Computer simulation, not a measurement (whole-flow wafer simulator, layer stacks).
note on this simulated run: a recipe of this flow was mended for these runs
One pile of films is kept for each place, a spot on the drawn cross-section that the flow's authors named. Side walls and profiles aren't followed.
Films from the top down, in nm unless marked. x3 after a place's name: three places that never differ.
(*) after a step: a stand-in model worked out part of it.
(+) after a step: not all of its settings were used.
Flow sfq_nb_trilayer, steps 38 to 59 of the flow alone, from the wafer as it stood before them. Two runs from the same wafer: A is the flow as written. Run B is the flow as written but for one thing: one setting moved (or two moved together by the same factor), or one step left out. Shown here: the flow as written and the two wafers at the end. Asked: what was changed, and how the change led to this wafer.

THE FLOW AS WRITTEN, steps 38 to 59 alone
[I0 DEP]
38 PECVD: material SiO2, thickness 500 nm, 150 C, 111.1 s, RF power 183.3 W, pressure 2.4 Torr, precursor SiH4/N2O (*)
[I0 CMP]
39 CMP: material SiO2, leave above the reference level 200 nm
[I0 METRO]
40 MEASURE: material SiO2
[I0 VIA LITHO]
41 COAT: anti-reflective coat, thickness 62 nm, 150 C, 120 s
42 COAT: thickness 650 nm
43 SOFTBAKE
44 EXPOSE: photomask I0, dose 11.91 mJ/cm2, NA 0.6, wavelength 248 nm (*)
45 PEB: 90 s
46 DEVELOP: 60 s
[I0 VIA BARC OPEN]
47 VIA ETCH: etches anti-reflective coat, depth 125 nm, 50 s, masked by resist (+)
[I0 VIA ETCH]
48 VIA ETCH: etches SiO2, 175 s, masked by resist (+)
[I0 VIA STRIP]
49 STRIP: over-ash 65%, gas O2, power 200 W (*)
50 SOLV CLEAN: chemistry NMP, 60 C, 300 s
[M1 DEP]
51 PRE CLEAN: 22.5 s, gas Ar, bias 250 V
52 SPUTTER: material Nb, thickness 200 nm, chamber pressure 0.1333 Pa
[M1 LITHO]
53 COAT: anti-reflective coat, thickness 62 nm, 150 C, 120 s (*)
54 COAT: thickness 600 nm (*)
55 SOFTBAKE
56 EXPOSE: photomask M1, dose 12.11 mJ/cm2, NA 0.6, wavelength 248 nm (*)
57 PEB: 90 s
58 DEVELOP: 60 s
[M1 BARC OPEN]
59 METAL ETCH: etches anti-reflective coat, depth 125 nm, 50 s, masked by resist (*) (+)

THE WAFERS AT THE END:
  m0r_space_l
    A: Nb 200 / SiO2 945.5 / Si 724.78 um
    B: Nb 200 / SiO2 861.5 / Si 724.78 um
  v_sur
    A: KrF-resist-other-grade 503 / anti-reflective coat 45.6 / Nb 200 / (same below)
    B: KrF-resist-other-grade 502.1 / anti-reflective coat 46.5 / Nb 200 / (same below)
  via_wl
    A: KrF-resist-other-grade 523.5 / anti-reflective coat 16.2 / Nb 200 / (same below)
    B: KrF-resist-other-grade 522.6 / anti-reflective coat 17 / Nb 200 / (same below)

The cause: step 38, PECVD: thickness 320 nm was run, where the flow has thickness 500 nm; step 38, PECVD: 71.11 s was run, where the flow has 111.1 s.

How the change led to this, step by step:
  38 PECVD: material SiO2, thickness 500 nm, 150 C, 111.1 s, RF power 183.3 W, pressure 2.4 Torr, precursor SiH4/N2O (*)
      field_l, v_sur, via_wl and 99 more: A SiO2 +500 (new film) | B SiO2 +320 (new film)
      m0r_space_l, m0r_space_r: A SiO2 +561.1 | B SiO2 +320
      (and at 2 more places)
  39 CMP: material SiO2, leave above the reference level 200 nm
      moat, m0r_space_l, m0r_space_r: A SiO2 -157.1 | B nothing
      v_sur, via_wl, via_w and 94 more: A SiO2 -300 | B SiO2 -120
      (and at 6 more places)
  41 COAT: anti-reflective coat, thickness 62 nm, 150 C, 120 s
      m0r_line_l, m0r_line_r: A anti-reflective coat +62 (new film) | B anti-reflective coat +41.3 (new film)
      m0r_space_l, m0r_space_r: A anti-reflective coat +62 (new film) | B anti-reflective coat +122.4 (new film)
      (and at 8 more places)
  42 COAT: thickness 650 nm
      moat: A KrF-resist-other-grade +650 (new film) | B KrF-resist-other-grade +667.2 (new film)
  49 STRIP: over-ash 65%, gas O2, power 200 W (*)
      m0r_line_l, m0r_line_r: A KrF-resist-other-grade -510.8 (all of it), anti-reflective coat -62 (all of it) | B KrF-resist-other-grade -509.1 (all of it), anti-reflective coat -41.3 (all of it)
      m0r_space_l, m0r_space_r: A KrF-resist-other-grade -510.8 (all of it), anti-reflective coat -62 (all of it) | B KrF-resist-other-grade -512.1 (all of it), anti-reflective coat -122.4 (all of it)
      (and at 8 more places)
  52 SPUTTER: material Nb, thickness 200 nm, chamber pressure 0.1333 Pa
      moat: A Nb +200 (new film) | B Nb +185.4 (new film)
  53 COAT: anti-reflective coat, thickness 62 nm, 150 C, 120 s (*)
      m0r_line_l, m0r_line_r: A anti-reflective coat +62 (new film) | B anti-reflective coat +30.9 (new film)
      m0r_space_l, m0r_space_r: A anti-reflective coat +62 (new film) | B anti-reflective coat +110.6 (new film)
      (and at 10 more places)
  54 COAT: thickness 600 nm (*)
      res: A KrF-resist-other-grade +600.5 (new film) | B KrF-resist-other-grade +587.8 (new film)
      moat: A KrF-resist-other-grade +600.6 (new film) | B KrF-resist-other-grade +657.9 (new film)
      (and at 1 more place)
  58 DEVELOP: 60 s
      res: A KrF-resist-other-grade -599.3 (all of it) | B KrF-resist-other-grade -586.6 (all of it)
      moat: A KrF-resist-other-grade -599.3 (all of it) | B KrF-resist-other-grade -656.5 (all of it)
      (and at 1 more place)
  59 METAL ETCH: etches anti-reflective coat, depth 125 nm, 50 s, masked by resist (*) (+)
      m0r_line_l, m0r_line_r: A anti-reflective coat -62 (all of it) | B anti-reflective coat -30.9 (all of it)
      m0r_space_l, m0r_space_r: A anti-reflective coat -62 (all of it) | B anti-reflective coat -110.6 (all of it)
      (and at 8 more places)
